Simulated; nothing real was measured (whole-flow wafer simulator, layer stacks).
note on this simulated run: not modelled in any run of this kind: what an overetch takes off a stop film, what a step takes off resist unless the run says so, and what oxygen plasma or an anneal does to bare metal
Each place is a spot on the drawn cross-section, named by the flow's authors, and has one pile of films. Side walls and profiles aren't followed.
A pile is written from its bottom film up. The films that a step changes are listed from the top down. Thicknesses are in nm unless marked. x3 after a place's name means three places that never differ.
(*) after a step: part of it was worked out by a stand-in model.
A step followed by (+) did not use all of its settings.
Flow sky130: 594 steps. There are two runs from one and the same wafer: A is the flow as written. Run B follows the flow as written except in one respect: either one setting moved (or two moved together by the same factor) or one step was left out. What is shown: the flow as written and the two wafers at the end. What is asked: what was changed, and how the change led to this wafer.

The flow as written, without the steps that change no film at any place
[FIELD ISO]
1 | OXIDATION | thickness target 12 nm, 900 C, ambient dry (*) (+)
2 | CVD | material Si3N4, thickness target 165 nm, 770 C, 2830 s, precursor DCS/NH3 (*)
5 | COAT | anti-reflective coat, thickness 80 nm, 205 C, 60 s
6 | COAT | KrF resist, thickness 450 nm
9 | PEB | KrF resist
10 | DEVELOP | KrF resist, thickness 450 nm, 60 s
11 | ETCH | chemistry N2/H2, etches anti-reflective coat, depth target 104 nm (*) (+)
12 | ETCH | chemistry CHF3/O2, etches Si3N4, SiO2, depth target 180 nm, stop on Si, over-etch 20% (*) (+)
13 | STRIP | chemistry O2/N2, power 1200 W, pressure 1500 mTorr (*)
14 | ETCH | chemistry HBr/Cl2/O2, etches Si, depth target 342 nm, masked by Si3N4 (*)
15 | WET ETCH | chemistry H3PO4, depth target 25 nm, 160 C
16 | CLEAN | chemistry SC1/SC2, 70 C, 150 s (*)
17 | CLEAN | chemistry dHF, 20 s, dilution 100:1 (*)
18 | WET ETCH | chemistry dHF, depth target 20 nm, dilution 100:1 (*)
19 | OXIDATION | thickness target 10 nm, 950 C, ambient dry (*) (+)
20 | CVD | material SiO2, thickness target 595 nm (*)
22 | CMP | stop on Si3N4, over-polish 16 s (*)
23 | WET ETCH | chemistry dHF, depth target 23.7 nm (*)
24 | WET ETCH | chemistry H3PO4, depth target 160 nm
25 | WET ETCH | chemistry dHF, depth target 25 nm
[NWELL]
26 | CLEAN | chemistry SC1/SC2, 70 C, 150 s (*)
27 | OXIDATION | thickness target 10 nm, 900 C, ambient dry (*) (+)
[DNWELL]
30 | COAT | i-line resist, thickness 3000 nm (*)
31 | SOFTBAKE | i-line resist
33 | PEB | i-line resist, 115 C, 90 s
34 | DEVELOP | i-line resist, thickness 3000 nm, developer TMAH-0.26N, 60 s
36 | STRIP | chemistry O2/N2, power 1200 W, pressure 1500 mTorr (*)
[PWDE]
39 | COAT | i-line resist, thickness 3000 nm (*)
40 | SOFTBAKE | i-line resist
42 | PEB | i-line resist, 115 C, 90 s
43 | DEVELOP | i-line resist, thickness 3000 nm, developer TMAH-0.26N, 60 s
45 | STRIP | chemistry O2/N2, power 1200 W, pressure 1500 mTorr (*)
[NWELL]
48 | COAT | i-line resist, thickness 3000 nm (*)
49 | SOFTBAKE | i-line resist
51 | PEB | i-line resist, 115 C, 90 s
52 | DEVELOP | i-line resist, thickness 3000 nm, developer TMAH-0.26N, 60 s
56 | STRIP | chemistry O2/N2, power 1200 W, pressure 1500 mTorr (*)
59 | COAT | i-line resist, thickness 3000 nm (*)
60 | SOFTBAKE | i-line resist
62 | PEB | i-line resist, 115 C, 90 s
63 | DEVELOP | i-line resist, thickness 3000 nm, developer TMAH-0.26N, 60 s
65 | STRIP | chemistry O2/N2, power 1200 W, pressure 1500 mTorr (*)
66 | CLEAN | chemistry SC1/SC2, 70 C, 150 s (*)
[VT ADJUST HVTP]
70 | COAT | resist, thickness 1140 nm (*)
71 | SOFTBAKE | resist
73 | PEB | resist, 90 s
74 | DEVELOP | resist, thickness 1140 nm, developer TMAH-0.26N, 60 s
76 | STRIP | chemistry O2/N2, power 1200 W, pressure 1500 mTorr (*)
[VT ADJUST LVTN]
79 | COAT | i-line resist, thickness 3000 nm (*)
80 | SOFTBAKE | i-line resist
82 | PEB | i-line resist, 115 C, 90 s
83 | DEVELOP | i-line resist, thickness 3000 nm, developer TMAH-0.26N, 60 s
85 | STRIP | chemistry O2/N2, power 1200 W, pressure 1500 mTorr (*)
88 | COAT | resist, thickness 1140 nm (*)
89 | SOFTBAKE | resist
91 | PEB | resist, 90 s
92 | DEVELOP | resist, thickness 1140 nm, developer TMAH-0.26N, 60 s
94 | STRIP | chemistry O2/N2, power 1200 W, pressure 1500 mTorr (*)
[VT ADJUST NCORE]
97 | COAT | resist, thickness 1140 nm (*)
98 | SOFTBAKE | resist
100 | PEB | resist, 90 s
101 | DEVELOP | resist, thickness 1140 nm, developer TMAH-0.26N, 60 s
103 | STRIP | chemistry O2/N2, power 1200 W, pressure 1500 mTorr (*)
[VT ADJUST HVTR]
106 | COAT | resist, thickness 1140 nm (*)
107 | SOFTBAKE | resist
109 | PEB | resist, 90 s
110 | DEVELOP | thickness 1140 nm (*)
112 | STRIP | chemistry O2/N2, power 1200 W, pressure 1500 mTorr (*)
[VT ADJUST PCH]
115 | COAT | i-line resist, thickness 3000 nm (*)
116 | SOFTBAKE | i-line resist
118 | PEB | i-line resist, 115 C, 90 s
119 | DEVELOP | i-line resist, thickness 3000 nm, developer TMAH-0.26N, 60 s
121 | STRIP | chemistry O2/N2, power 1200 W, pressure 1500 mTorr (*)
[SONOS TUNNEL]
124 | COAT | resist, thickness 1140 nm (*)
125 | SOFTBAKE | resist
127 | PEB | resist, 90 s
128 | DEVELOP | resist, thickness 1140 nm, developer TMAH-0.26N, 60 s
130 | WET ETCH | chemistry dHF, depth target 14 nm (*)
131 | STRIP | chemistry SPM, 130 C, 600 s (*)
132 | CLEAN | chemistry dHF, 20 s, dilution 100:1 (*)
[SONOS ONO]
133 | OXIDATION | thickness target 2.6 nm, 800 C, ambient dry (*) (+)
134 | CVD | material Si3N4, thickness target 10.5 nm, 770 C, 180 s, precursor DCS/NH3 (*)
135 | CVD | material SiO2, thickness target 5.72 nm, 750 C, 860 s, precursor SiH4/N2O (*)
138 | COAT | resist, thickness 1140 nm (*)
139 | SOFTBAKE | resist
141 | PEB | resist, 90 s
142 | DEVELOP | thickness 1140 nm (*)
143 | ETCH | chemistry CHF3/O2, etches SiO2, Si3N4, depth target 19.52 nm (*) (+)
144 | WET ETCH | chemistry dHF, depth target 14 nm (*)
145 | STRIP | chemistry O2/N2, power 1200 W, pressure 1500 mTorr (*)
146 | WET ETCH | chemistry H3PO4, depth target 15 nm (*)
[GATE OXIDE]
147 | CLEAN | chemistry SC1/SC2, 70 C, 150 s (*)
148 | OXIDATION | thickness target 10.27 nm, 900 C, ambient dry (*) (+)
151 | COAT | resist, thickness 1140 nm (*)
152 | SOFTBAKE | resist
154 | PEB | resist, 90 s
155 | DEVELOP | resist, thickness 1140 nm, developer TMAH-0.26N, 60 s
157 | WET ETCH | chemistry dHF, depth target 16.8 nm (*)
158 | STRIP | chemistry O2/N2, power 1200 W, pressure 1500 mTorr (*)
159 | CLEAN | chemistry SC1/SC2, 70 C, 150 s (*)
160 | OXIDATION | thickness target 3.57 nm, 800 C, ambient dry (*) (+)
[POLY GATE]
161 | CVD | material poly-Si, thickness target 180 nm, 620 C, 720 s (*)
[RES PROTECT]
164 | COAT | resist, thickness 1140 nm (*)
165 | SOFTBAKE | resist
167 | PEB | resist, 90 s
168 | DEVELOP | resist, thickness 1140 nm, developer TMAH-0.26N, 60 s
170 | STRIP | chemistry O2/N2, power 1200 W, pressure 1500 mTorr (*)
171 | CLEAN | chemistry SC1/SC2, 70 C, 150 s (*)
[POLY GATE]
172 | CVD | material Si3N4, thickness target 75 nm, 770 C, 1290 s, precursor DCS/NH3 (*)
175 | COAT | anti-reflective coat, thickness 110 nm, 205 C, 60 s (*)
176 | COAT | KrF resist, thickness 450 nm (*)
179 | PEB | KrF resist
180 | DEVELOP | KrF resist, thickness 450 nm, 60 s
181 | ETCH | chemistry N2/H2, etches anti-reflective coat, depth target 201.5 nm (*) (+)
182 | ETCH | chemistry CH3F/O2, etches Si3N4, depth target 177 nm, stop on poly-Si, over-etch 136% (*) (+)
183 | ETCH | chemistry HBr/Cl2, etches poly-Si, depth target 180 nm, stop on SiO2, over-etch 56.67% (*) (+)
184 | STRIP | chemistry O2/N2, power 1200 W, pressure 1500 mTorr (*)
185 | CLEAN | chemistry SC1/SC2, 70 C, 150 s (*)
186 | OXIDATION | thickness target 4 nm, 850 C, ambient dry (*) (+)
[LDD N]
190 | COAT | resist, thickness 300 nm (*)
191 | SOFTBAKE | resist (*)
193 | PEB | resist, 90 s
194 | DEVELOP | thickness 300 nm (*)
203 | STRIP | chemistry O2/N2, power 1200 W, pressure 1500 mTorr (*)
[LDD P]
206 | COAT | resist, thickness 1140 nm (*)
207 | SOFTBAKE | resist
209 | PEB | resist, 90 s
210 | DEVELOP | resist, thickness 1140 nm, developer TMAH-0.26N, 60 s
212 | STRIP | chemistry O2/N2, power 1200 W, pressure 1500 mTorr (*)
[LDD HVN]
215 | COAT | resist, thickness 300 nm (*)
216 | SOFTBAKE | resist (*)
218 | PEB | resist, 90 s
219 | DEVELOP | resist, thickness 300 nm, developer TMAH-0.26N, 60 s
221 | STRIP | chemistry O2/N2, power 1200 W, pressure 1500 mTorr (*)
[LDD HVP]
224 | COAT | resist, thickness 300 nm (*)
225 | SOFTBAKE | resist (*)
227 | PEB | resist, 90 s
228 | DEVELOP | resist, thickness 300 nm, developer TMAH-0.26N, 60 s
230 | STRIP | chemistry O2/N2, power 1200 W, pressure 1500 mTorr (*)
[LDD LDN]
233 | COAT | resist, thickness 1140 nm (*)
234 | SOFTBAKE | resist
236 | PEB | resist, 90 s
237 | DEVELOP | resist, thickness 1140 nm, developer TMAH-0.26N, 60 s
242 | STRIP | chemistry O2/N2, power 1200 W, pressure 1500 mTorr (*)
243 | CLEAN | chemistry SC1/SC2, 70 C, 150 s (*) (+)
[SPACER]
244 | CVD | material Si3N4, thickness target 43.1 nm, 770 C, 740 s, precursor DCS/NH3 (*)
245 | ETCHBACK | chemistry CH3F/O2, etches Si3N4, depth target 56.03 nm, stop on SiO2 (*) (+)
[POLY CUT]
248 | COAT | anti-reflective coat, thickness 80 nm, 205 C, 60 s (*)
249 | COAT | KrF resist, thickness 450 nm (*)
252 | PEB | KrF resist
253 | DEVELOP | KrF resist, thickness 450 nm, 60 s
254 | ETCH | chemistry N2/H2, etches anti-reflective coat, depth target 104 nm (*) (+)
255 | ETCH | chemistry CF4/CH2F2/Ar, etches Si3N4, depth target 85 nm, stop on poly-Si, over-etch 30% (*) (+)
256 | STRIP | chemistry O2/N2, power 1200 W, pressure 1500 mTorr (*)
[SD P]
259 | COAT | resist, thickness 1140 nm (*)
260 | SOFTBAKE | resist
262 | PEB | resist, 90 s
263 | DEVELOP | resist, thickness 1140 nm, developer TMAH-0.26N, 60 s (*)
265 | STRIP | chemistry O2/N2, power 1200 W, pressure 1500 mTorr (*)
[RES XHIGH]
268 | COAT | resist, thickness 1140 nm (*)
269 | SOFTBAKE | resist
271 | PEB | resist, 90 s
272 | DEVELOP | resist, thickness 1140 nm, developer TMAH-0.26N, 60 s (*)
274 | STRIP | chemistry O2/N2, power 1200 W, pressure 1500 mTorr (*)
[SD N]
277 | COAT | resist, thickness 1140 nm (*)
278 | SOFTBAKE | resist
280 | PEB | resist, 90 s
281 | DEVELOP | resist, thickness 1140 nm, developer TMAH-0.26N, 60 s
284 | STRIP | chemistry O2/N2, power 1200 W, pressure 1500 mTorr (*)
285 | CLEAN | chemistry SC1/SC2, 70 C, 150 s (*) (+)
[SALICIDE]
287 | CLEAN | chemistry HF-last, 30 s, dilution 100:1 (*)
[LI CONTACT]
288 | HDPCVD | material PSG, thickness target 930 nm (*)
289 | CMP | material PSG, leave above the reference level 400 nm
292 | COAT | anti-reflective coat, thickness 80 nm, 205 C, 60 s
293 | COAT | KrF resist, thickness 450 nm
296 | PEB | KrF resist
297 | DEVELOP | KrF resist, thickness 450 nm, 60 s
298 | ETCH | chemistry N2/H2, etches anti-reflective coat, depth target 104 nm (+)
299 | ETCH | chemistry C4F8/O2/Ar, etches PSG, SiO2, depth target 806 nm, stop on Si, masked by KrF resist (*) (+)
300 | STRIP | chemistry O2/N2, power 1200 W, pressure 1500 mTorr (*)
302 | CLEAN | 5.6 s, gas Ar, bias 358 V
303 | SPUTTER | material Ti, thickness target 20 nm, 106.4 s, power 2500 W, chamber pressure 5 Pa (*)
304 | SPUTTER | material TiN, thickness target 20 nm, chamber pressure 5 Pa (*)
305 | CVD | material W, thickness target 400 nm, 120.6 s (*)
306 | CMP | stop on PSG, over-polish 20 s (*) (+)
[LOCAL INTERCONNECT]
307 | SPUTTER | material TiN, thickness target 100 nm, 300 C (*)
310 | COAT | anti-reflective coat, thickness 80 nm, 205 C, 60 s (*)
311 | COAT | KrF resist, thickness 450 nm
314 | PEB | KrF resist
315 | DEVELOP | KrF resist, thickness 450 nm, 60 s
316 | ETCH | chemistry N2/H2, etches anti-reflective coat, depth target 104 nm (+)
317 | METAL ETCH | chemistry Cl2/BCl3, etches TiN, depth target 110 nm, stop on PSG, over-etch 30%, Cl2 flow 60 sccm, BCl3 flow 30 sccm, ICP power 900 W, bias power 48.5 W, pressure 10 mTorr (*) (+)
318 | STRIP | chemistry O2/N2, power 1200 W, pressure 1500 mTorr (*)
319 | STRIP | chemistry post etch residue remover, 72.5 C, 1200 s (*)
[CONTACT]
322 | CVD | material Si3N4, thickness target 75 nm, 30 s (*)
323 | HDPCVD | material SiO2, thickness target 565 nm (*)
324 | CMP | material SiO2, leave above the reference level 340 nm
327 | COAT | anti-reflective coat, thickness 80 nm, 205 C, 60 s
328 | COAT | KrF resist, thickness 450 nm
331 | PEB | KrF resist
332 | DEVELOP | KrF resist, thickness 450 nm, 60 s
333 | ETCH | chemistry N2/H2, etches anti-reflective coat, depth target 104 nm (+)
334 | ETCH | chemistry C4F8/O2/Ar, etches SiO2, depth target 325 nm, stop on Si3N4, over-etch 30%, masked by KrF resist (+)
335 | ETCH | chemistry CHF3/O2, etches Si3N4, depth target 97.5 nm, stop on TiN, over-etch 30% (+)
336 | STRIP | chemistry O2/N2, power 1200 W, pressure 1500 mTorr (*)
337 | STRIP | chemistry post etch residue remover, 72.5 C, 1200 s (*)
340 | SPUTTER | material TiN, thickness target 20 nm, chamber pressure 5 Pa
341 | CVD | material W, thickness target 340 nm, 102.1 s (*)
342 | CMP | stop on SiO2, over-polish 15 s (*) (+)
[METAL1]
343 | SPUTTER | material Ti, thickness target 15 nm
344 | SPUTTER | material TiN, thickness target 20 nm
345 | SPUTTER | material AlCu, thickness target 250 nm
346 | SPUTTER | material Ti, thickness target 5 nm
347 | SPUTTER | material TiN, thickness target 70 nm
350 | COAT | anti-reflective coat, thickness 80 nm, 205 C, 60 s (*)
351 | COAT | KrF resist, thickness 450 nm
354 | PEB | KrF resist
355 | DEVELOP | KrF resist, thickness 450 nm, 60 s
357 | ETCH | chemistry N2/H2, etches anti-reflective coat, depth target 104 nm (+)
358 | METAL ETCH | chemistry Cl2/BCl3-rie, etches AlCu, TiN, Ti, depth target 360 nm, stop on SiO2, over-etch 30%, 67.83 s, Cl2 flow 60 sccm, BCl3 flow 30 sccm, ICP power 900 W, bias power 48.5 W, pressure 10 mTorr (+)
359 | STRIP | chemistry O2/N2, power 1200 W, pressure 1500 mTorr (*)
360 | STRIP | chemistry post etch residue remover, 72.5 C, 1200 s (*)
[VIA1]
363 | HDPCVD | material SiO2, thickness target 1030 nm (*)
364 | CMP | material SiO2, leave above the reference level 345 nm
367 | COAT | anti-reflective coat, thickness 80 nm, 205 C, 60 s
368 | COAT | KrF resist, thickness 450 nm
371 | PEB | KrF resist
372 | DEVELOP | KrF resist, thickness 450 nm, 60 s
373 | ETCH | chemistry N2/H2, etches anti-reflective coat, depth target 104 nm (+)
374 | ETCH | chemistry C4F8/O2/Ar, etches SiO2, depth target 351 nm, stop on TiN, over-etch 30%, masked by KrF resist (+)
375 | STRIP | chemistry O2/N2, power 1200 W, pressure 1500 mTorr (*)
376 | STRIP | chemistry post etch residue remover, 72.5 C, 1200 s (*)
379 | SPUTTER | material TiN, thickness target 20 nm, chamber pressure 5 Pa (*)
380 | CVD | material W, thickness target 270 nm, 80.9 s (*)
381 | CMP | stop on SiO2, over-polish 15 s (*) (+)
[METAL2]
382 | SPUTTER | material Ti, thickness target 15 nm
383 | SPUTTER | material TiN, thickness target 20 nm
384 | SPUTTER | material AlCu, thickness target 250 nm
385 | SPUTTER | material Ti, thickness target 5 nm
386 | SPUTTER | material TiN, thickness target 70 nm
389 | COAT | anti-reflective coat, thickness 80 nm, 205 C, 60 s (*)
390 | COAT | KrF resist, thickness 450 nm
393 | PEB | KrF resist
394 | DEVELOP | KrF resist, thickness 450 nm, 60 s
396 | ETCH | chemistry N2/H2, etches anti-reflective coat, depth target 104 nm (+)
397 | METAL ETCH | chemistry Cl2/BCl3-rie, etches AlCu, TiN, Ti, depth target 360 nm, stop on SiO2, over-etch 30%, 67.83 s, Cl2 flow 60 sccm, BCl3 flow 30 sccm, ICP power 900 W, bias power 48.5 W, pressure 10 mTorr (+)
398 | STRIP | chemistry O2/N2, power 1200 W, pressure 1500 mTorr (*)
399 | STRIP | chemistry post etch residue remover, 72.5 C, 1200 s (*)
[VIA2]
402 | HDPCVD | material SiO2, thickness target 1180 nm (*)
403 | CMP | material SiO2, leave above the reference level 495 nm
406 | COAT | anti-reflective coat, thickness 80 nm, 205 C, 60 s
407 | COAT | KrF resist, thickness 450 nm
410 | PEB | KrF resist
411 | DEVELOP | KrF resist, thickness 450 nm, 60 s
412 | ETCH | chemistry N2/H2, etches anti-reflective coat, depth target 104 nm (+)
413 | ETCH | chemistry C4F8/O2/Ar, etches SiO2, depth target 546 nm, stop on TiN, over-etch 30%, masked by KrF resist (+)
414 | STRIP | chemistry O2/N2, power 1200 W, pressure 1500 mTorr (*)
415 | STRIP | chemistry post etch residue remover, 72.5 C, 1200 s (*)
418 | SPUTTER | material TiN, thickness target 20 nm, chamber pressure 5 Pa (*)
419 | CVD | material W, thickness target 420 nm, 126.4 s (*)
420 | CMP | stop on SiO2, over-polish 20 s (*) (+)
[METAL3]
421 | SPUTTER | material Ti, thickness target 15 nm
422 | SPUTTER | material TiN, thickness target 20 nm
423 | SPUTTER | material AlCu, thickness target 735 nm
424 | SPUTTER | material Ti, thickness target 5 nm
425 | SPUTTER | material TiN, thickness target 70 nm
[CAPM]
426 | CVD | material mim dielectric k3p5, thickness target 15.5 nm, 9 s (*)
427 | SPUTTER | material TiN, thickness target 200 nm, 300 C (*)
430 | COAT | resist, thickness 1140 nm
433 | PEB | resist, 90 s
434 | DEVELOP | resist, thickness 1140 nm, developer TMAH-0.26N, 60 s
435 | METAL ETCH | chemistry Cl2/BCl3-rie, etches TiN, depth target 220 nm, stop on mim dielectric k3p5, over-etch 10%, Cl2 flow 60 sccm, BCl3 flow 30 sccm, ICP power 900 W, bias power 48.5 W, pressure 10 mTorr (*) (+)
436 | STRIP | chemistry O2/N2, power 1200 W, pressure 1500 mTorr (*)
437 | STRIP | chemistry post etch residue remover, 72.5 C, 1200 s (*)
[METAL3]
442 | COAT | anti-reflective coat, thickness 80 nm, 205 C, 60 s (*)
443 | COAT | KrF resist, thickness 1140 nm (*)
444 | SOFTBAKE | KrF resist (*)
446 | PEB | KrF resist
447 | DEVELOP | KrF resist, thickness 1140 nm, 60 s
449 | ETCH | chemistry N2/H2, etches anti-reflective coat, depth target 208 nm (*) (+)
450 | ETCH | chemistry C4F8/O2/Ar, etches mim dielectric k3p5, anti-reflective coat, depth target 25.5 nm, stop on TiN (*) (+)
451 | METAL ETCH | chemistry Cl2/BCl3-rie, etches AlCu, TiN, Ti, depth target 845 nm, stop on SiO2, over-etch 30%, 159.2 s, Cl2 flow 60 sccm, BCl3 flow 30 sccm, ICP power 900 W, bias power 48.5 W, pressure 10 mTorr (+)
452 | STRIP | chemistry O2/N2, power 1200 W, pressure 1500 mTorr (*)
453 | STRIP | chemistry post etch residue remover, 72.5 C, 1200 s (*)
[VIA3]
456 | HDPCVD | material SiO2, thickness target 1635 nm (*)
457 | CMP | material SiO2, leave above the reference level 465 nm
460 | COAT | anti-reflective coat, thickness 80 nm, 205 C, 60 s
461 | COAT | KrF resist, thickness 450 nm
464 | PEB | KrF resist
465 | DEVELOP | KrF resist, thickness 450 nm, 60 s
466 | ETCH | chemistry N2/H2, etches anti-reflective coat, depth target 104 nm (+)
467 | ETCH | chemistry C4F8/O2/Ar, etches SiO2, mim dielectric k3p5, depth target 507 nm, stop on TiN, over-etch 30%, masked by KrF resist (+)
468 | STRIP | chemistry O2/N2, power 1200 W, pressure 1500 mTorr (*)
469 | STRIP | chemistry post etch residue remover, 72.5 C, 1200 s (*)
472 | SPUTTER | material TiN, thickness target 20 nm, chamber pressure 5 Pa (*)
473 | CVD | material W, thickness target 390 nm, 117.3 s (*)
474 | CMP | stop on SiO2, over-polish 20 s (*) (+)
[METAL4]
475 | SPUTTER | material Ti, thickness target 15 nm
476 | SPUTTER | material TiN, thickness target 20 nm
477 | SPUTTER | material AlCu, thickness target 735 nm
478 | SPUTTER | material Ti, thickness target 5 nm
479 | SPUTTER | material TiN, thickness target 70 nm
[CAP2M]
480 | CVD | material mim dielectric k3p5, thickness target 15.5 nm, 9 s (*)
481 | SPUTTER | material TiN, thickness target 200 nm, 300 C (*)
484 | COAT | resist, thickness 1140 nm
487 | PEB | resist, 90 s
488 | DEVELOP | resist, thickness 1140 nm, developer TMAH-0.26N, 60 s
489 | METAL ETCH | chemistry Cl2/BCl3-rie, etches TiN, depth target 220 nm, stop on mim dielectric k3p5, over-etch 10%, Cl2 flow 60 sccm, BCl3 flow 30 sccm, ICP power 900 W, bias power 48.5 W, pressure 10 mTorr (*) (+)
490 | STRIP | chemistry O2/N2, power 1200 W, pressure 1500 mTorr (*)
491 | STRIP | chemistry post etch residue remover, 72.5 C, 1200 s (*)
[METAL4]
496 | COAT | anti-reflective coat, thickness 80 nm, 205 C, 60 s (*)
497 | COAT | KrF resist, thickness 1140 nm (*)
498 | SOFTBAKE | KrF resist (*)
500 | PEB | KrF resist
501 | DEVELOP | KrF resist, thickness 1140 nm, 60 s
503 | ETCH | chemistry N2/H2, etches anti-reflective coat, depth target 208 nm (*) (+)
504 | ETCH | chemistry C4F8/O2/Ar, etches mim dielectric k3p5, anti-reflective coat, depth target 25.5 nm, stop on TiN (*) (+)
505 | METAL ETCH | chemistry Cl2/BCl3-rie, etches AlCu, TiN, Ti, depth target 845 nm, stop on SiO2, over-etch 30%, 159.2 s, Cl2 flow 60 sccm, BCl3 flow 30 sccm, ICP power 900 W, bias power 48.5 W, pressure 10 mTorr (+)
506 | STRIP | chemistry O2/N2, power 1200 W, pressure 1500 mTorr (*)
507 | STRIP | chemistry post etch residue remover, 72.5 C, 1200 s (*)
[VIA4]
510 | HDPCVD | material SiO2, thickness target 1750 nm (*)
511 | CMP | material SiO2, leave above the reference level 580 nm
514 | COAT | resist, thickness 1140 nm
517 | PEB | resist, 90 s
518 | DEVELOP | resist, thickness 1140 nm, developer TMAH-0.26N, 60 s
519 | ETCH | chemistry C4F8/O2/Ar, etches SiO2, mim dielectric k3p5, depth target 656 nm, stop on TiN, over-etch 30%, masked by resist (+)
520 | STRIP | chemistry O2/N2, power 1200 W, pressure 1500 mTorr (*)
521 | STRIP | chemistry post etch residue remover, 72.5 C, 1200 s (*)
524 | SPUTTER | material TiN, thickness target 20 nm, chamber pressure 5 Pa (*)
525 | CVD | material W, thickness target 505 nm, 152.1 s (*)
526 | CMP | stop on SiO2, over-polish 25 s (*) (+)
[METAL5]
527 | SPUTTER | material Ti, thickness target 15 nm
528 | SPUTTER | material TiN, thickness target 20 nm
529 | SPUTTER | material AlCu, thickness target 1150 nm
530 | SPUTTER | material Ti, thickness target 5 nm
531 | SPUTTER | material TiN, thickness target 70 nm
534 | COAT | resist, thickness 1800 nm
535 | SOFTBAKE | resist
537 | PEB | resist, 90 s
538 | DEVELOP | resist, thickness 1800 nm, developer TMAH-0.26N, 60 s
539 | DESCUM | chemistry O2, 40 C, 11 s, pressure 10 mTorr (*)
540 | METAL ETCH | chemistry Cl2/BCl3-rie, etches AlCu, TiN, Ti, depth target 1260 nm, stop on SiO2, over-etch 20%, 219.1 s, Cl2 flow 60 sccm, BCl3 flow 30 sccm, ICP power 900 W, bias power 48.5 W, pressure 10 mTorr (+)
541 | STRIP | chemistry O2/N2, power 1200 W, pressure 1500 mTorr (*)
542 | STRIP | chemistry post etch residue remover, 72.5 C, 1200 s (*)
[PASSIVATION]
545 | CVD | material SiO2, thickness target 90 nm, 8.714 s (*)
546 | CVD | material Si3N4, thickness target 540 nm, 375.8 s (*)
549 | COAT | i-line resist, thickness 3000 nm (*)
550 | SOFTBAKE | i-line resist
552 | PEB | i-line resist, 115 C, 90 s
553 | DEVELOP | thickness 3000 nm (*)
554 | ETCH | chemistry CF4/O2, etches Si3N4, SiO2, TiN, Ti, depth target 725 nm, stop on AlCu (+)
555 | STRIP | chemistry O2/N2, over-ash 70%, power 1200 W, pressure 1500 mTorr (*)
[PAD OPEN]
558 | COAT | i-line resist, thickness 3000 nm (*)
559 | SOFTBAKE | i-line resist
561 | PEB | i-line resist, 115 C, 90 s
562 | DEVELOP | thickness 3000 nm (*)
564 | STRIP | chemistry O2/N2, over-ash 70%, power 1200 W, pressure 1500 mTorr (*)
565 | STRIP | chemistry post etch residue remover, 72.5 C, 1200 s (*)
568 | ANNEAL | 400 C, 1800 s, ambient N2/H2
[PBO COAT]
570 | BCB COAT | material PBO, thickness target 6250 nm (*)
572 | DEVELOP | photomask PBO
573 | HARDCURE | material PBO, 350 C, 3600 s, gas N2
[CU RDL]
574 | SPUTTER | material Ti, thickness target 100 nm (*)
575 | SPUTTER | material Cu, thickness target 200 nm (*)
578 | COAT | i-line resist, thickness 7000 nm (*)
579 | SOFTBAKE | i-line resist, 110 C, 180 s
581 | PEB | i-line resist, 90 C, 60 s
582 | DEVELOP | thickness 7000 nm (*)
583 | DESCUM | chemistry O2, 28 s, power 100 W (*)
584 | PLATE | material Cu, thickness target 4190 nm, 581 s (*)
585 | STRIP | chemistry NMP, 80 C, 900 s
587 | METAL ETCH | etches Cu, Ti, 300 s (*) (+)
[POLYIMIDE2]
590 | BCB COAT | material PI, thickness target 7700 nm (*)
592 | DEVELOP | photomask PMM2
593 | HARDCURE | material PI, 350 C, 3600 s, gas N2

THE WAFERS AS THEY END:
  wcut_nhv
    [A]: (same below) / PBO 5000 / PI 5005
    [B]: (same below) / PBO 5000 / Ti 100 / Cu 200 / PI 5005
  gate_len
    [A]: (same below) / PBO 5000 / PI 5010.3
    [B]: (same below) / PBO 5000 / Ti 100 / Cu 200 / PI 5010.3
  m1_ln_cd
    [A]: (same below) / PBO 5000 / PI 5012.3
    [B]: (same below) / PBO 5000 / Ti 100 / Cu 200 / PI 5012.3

The reason: step 587, METAL ETCH: etches Cu, Ti, 300 s (*) (+), was omitted.

Step by step, how the change led to this:
  590 | BCB COAT | material PI, thickness target 7700 nm (*)
      n_well, p_well, sd_n, sd_p: A +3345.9 PI (new film) | B +3255.9 PI (new film)
      mim: A +3640.8 PI (new film) | B +3565.4 PI (new film)
      (and at 12 other places as well)
  593 | HARDCURE | material PI, 350 C, 3600 s, gas N2
      n_well, p_well, sd_n, sd_p: A -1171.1 PI | B -1139.6 PI
      gate_hv: A -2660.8 PI | B -2602.1 PI
      (and at 6 other places as well)
If metal films that touch count as one body, wcut_nhv has 6 bodies (between them, from the top down: PBO 5000 / Si3N4 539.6 / SiO2 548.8 / mim dielectric k3p5 15.5; SiO2 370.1 / mim dielectric k3p5 15.5; SiO2 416; SiO2 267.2; SiO2 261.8 / Si3N4 75); the flow as written gives 5 bodies (between them, from the top down: SiO2 370.1 / mim dielectric k3p5 15.5; SiO2 416; SiO2 267.2; SiO2 261.8 / Si3N4 75).
If metal films that touch count as one body, gate_len has 1 body; the flow as written gives 0 bodies.
If metal films that touch count as one body, m1_ln_cd has 2 bodies (between them, from the top down: PBO 5000 / Si3N4 539.6 / SiO2 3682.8); the flow as written gives 1 body.
